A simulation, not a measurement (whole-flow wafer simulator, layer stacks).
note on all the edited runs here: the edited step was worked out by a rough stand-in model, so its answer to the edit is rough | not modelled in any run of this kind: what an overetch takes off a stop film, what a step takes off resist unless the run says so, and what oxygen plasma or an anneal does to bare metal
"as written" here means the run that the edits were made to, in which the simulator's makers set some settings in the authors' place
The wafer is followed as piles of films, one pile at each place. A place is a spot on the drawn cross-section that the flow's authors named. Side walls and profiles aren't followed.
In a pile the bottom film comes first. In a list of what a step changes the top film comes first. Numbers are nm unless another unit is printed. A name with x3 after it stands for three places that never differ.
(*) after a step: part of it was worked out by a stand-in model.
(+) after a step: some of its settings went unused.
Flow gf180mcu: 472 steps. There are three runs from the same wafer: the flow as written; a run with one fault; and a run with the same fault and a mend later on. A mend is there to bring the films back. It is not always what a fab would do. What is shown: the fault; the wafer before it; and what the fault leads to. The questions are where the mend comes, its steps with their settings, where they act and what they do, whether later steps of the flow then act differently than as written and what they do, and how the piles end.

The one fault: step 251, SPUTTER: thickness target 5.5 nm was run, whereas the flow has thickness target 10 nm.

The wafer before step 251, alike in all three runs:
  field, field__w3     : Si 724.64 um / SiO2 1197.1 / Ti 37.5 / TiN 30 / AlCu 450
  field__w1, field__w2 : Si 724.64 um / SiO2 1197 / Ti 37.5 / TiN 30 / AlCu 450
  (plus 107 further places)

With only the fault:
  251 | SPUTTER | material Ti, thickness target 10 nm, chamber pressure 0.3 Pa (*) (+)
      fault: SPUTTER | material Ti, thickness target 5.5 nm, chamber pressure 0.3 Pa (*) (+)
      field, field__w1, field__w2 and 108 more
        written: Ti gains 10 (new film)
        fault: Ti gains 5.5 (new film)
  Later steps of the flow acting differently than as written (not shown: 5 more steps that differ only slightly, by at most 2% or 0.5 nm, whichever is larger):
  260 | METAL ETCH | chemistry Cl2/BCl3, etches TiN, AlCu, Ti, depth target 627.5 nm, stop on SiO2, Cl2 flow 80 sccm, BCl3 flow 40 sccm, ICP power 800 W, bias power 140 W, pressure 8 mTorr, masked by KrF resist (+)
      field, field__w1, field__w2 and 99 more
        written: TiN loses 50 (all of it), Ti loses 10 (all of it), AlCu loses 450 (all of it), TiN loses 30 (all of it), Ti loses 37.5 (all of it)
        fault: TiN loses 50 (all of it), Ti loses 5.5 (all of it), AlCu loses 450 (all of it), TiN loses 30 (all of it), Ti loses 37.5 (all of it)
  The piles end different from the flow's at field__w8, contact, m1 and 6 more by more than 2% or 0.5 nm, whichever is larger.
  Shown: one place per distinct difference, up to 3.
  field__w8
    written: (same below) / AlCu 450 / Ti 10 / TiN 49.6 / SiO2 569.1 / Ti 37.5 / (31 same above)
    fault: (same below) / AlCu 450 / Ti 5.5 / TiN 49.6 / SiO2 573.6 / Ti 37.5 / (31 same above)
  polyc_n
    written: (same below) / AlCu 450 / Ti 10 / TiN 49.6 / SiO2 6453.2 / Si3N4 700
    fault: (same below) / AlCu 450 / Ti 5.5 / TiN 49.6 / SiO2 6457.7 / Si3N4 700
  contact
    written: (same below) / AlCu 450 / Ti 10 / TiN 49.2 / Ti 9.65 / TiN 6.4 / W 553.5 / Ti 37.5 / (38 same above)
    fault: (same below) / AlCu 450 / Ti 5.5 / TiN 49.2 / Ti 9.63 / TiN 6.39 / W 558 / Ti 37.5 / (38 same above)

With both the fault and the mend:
  After step 251 comes the mend.
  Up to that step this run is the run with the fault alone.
  251a | SPUTTER | material Ti, thickness target 4.5 nm, chamber pressure 0.3 Pa (*) (+) (the flow's step 251, run once more with other settings)
      field, field__w1, field__w2 and 108 more
        Ti gains 4.5
  Every later step of the flow that is run acts as written at every place that is followed.
  At every place that both follow, the piles at the end match the flow's.
